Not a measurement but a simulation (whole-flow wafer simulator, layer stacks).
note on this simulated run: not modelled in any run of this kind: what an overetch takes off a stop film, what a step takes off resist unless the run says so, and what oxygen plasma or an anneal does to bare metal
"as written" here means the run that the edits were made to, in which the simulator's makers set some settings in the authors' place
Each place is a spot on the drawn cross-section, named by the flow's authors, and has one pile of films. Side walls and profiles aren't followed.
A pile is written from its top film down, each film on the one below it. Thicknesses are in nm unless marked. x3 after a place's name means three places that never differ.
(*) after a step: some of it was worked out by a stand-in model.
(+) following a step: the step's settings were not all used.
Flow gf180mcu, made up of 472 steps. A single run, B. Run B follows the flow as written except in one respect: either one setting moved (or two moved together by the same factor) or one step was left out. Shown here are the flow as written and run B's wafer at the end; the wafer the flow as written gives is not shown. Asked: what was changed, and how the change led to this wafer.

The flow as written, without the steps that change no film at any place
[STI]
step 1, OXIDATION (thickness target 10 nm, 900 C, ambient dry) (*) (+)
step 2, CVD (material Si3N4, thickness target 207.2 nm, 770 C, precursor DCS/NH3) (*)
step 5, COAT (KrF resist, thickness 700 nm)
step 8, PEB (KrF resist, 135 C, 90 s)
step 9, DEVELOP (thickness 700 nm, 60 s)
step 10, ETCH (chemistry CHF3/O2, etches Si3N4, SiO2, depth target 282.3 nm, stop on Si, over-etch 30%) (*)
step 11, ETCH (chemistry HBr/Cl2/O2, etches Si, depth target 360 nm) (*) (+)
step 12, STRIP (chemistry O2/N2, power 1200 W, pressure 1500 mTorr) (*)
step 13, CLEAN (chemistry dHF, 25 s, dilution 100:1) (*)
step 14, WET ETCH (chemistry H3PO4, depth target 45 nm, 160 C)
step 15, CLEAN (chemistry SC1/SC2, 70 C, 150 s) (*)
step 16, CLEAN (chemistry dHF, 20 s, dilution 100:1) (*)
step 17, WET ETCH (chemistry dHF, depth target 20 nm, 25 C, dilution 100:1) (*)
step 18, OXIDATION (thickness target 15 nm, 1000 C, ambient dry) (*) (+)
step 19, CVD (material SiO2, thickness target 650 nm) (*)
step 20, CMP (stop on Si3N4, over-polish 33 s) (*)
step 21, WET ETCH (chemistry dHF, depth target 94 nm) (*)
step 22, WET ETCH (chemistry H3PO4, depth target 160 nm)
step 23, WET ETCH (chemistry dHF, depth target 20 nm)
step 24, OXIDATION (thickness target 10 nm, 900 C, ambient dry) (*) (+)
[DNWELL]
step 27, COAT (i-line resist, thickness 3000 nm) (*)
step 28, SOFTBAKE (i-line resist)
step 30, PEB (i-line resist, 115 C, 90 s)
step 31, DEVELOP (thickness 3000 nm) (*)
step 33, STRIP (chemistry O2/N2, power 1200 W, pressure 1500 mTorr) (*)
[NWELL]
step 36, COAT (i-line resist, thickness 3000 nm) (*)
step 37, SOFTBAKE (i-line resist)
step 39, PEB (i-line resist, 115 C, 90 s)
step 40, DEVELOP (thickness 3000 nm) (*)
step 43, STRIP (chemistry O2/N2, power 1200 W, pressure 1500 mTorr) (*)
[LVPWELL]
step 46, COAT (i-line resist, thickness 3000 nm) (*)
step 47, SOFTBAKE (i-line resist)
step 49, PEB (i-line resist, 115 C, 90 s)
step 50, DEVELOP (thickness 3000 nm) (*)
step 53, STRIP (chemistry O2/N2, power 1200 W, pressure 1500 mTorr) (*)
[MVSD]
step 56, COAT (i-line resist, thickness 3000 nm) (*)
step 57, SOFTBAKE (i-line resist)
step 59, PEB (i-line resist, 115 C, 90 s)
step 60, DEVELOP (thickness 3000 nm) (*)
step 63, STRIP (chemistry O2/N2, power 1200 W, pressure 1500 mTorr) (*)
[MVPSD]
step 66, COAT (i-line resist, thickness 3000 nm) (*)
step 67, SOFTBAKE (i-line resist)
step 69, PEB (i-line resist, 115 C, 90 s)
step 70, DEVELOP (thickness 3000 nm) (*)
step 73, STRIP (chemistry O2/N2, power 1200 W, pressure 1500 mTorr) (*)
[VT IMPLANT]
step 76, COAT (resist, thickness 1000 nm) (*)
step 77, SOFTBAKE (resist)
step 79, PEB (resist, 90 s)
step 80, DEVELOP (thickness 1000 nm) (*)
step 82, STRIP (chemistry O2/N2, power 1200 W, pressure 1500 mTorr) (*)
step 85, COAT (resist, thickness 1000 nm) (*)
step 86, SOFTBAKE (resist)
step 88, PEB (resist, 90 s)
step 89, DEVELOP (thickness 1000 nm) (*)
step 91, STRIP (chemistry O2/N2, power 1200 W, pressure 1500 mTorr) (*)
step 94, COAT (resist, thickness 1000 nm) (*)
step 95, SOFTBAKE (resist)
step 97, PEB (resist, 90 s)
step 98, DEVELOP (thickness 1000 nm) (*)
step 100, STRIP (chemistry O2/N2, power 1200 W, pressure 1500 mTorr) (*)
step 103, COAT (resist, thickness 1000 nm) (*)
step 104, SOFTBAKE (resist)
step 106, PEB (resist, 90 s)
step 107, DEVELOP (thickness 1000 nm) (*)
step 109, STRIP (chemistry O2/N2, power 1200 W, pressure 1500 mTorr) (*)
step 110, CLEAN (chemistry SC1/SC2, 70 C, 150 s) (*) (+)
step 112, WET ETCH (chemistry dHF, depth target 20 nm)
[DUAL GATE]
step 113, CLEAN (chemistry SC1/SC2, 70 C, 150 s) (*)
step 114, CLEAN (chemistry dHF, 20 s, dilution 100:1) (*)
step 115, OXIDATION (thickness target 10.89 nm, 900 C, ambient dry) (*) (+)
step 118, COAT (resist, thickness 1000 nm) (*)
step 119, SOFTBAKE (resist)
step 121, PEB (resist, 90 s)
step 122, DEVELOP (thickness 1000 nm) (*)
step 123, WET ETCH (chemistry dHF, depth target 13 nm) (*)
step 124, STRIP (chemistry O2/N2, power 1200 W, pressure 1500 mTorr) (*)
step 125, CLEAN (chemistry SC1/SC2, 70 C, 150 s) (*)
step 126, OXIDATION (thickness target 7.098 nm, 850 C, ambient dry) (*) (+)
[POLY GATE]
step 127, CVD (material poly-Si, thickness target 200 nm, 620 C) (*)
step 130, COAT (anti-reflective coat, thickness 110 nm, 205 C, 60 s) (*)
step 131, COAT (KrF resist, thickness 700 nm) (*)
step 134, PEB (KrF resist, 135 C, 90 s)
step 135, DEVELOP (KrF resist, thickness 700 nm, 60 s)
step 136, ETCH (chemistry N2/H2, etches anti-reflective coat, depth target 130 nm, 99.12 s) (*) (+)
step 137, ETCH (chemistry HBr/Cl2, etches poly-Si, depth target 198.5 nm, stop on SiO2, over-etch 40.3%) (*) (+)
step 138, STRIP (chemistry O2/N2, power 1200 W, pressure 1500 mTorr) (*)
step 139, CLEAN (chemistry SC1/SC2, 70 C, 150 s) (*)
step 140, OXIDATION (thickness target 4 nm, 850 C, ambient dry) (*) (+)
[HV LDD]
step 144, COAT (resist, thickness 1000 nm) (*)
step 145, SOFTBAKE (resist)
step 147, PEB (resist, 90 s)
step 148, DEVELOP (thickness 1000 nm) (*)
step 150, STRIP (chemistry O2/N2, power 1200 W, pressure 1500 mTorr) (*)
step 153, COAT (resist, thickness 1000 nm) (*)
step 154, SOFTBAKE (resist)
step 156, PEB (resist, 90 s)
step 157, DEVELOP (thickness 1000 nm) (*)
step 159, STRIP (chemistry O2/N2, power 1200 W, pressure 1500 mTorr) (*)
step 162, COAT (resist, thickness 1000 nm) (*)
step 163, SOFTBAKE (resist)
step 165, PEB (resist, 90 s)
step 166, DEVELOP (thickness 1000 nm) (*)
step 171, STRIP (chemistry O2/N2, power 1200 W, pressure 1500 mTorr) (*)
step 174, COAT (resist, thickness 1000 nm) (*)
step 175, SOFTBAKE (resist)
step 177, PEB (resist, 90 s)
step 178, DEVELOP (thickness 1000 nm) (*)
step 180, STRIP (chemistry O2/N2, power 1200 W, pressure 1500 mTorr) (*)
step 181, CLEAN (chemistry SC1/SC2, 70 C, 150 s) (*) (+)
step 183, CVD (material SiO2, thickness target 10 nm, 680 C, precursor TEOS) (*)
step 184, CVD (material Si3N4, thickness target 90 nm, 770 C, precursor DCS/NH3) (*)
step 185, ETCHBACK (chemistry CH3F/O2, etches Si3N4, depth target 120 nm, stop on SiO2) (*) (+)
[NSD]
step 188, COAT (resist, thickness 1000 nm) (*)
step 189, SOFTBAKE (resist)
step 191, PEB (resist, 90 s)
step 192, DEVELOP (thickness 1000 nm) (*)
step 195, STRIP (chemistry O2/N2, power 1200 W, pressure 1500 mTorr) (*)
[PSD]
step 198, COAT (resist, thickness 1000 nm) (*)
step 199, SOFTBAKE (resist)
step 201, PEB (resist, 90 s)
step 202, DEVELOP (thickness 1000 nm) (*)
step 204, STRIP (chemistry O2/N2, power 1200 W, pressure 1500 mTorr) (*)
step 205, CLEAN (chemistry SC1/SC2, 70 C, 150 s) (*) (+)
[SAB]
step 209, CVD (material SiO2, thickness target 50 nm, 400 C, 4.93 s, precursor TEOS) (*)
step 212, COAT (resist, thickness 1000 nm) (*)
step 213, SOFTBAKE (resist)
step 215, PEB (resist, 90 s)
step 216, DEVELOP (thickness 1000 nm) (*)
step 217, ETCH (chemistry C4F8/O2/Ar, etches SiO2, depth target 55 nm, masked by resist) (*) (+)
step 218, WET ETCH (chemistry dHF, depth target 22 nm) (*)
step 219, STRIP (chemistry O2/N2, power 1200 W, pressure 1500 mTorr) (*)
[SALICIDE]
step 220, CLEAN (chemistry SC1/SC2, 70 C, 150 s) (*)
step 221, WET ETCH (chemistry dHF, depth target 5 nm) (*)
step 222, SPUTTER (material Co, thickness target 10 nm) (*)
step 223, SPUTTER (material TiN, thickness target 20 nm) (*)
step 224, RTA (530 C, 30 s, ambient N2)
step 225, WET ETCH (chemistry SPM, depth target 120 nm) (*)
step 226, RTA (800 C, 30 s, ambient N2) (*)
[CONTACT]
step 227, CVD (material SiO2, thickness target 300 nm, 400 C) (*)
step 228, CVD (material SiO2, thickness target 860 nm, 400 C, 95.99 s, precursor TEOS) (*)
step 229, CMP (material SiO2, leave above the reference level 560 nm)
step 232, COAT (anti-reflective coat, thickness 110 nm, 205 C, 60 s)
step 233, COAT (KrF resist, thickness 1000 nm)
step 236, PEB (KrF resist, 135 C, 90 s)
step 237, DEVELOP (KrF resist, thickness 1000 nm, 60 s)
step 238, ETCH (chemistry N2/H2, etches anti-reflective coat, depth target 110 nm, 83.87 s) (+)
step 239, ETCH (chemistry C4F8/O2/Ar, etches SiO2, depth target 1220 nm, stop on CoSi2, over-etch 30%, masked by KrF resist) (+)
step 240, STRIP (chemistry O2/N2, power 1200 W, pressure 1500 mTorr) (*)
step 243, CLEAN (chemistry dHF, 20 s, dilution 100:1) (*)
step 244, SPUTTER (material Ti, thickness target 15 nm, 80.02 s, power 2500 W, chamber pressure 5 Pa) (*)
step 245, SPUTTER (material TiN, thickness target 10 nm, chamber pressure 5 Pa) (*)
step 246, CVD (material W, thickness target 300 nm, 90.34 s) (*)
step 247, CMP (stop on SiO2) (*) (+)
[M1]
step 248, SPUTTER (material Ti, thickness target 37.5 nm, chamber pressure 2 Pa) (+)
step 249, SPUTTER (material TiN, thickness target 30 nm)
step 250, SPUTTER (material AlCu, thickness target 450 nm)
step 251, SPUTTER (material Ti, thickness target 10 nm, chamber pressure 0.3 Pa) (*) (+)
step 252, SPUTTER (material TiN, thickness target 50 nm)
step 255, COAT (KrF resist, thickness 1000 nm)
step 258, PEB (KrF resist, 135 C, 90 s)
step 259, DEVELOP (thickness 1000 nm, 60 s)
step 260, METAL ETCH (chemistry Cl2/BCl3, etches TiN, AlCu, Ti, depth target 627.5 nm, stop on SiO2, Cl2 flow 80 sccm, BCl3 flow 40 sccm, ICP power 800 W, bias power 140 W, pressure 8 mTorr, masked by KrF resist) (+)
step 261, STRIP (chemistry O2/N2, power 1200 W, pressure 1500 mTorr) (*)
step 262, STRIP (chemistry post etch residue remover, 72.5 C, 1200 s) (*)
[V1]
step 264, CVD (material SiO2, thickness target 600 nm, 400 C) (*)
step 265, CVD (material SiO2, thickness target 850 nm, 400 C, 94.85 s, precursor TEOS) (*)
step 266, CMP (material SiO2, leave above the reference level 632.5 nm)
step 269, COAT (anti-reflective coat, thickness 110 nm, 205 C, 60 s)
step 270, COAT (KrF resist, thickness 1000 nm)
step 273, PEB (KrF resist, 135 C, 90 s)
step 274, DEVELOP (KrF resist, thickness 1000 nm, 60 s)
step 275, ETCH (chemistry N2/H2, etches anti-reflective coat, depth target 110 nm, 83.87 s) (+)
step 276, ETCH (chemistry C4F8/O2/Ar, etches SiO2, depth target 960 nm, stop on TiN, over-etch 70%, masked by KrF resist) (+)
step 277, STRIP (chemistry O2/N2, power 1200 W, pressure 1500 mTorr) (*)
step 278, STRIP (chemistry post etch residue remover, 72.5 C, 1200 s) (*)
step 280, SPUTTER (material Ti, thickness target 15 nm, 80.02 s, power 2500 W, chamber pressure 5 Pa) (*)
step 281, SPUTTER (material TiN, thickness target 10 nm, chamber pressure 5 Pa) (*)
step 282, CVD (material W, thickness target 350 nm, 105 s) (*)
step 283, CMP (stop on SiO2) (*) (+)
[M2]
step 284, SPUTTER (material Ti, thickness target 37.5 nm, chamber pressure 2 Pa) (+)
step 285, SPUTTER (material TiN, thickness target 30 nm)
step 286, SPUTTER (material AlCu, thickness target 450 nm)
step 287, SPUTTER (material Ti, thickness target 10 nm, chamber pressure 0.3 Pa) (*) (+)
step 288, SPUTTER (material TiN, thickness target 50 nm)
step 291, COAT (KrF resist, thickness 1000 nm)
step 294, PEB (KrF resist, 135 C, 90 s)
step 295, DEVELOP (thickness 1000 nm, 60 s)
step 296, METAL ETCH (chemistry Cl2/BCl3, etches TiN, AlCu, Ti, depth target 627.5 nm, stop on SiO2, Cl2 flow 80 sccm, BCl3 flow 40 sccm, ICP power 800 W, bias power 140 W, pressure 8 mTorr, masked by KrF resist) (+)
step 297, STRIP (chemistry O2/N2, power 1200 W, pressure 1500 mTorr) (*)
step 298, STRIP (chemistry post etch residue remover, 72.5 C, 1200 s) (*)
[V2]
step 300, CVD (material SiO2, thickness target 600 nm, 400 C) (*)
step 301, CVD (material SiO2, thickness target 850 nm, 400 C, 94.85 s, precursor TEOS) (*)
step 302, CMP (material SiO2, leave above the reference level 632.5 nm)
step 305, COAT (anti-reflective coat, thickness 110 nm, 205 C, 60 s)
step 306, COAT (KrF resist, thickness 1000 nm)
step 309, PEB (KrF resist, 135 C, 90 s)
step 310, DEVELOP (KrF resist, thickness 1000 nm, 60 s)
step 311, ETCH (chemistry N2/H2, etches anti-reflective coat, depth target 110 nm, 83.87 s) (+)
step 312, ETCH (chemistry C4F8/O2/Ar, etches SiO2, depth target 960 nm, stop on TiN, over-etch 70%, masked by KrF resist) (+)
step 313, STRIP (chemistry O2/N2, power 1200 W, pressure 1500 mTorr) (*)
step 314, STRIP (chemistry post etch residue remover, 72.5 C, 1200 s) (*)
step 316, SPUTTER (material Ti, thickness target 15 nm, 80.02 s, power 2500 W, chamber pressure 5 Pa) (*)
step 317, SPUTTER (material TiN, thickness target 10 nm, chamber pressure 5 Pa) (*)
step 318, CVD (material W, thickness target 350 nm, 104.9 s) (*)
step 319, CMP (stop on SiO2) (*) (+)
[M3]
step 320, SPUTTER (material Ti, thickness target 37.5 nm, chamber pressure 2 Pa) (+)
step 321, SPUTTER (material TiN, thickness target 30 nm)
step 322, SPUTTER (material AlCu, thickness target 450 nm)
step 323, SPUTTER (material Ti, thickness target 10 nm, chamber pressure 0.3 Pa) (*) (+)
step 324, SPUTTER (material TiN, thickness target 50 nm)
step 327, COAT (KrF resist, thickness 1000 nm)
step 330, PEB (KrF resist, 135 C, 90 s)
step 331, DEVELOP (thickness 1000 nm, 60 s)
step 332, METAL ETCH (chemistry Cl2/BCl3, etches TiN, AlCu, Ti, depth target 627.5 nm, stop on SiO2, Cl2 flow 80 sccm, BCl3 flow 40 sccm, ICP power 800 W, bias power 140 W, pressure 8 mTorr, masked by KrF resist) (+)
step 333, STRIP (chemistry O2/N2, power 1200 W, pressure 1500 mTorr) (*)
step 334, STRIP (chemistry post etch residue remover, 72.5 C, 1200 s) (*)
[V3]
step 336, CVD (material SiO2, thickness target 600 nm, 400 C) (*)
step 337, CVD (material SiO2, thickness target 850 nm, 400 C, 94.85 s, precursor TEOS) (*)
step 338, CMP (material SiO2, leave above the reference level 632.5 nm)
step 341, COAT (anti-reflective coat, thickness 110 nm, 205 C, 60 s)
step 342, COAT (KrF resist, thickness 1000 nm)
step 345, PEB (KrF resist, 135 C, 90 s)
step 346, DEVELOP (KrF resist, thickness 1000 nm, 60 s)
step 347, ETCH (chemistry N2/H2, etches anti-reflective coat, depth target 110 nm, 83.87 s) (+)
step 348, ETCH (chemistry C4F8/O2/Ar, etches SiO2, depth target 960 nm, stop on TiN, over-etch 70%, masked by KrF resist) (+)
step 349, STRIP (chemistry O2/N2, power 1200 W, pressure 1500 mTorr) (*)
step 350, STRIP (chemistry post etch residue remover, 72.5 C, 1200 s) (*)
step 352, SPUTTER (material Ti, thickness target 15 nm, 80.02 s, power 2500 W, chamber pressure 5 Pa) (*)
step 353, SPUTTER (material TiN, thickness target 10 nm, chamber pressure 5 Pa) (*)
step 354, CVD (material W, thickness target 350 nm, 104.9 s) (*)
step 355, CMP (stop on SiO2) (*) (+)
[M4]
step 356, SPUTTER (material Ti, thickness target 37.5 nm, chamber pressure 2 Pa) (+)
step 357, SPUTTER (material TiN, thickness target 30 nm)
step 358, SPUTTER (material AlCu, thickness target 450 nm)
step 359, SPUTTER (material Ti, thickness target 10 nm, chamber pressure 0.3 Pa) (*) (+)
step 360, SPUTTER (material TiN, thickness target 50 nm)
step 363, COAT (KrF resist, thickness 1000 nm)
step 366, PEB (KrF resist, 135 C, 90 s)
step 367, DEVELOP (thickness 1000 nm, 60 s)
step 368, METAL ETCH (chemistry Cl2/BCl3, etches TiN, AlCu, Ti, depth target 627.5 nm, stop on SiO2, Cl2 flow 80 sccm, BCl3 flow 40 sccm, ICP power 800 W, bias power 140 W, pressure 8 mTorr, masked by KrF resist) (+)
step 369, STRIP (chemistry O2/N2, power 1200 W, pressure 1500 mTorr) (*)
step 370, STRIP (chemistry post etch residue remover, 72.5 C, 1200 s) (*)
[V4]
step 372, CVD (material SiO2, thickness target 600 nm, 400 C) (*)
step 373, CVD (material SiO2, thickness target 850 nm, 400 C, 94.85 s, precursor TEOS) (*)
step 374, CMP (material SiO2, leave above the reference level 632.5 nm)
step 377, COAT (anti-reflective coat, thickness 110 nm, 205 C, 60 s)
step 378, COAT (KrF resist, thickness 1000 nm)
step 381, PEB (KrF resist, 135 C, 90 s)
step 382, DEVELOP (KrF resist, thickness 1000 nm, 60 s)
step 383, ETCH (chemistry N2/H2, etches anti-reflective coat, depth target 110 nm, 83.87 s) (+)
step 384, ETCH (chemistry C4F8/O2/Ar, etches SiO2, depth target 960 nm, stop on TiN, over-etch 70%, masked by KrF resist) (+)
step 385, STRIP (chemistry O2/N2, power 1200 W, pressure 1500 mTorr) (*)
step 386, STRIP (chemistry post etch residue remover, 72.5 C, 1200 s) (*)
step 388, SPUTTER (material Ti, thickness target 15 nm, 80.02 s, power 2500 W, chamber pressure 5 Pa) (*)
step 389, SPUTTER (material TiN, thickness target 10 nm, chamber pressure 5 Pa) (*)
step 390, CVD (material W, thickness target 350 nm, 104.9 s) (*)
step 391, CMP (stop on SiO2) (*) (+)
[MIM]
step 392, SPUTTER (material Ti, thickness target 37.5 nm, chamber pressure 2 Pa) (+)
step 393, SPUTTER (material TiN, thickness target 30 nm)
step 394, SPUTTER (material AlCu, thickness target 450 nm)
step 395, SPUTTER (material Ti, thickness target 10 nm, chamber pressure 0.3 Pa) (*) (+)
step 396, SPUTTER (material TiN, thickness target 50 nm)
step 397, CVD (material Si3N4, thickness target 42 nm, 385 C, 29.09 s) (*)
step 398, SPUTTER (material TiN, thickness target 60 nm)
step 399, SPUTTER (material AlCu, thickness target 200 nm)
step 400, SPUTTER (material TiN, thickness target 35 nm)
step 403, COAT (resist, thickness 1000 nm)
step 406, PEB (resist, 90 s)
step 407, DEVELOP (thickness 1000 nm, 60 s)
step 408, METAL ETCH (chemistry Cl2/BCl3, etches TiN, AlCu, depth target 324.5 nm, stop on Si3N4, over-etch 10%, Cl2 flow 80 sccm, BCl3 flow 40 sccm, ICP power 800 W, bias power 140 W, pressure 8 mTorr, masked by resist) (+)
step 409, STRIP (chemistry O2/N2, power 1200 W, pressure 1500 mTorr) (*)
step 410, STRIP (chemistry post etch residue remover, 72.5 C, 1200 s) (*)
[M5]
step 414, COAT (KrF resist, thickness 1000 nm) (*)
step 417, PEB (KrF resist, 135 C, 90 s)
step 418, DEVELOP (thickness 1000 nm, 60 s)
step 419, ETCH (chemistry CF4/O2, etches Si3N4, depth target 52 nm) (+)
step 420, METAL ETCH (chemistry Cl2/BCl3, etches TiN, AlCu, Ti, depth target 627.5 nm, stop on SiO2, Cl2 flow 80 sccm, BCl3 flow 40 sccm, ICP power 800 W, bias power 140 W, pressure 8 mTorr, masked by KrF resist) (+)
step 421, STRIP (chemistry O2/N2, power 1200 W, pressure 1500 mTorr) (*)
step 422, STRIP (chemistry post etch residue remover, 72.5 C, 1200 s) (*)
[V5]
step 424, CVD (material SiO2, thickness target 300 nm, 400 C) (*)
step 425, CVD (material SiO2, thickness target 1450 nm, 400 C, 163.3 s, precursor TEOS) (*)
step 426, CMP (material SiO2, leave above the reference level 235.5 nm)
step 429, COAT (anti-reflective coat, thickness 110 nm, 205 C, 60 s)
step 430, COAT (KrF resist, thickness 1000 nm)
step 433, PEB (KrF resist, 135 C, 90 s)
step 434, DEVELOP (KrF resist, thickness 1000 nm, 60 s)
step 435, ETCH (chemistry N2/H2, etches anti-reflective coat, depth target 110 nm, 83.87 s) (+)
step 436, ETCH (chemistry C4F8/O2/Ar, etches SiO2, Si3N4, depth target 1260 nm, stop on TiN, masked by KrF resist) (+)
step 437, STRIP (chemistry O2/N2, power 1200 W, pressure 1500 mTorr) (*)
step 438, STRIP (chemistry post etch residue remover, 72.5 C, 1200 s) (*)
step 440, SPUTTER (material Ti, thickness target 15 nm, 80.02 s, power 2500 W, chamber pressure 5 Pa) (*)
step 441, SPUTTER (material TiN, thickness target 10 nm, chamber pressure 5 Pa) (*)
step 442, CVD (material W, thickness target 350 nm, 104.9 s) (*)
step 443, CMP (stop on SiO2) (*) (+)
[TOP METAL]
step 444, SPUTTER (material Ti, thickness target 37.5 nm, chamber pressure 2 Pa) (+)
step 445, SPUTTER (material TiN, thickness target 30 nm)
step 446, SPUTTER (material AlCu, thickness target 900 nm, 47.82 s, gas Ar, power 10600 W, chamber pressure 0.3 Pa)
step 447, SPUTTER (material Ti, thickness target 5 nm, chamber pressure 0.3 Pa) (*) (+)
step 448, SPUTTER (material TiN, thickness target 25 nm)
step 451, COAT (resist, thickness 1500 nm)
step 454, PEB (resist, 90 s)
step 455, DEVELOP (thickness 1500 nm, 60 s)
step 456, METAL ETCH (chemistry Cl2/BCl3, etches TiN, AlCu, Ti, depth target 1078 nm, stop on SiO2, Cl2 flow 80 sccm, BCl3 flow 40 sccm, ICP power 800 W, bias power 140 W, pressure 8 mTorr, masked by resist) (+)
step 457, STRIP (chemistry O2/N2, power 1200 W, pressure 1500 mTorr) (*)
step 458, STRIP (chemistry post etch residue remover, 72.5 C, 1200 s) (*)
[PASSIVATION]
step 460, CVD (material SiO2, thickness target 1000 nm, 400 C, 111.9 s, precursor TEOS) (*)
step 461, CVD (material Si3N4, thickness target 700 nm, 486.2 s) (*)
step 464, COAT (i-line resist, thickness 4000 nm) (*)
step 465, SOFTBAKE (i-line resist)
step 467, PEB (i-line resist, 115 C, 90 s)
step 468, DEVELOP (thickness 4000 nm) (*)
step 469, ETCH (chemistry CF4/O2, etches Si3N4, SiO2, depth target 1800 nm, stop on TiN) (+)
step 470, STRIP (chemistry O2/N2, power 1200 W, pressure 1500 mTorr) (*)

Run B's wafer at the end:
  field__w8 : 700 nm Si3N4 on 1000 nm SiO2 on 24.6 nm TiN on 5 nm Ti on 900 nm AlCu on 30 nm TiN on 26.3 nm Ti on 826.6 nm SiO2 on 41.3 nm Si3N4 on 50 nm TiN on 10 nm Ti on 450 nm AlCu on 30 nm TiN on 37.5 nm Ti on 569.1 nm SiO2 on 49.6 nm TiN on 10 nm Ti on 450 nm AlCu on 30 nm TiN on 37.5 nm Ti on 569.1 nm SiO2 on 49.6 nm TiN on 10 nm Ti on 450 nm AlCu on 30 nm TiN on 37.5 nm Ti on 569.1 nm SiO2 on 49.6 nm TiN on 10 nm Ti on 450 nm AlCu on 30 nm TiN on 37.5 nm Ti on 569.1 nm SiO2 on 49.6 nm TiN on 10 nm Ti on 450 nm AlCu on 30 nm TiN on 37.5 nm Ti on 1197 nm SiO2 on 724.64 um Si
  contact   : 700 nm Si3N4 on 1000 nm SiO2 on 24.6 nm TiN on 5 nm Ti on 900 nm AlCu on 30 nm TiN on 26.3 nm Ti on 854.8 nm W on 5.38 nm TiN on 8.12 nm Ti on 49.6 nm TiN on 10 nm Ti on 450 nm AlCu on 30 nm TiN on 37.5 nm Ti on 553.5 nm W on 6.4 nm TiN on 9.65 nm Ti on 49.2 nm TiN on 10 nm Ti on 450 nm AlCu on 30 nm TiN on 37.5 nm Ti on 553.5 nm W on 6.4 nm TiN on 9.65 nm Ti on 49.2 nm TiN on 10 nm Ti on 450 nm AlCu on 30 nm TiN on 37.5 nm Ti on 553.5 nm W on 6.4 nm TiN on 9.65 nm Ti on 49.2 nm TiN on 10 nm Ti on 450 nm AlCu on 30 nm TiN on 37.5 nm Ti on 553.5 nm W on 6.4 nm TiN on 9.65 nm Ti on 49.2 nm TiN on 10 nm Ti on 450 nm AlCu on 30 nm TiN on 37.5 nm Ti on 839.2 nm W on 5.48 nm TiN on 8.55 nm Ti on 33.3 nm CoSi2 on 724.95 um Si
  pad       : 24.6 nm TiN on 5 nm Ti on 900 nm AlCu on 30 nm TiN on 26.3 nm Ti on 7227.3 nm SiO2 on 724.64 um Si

What caused this: step 444, SPUTTER: thickness target 26.3 nm was run, though the flow has thickness target 37.5 nm.
The wafer itself shows it: field__w8 has Ti 26.3, and step 444 as written asks for 37.5 nm.

Step by step, how the change led to this:
  step 444, SPUTTER (material Ti, thickness target 37.5 nm, chamber pressure 2 Pa) (+)
      field, field__w1, field__w2 and 109 more: Ti gains 26.3 (new film) (as written it would have been: Ti gains 37.5 (new film))
  step 456, METAL ETCH (chemistry Cl2/BCl3, etches TiN, AlCu, Ti, depth target 1078 nm, stop on SiO2, Cl2 flow 80 sccm, BCl3 flow 40 sccm, ICP power 800 W, bias power 140 W, pressure 8 mTorr, masked by resist) (+)
      field, field__w1, field__w2 and 103 more: TiN loses 25 (all of it), Ti loses 5 (all of it), AlCu loses 900 (all of it), TiN loses 30 (all of it), Ti loses 26.3 (all of it) (as written it would have been: TiN loses 25 (all of it), Ti loses 5 (all of it), AlCu loses 900 (all of it), TiN loses 30 (all of it), Ti loses 37.5 (all of it))
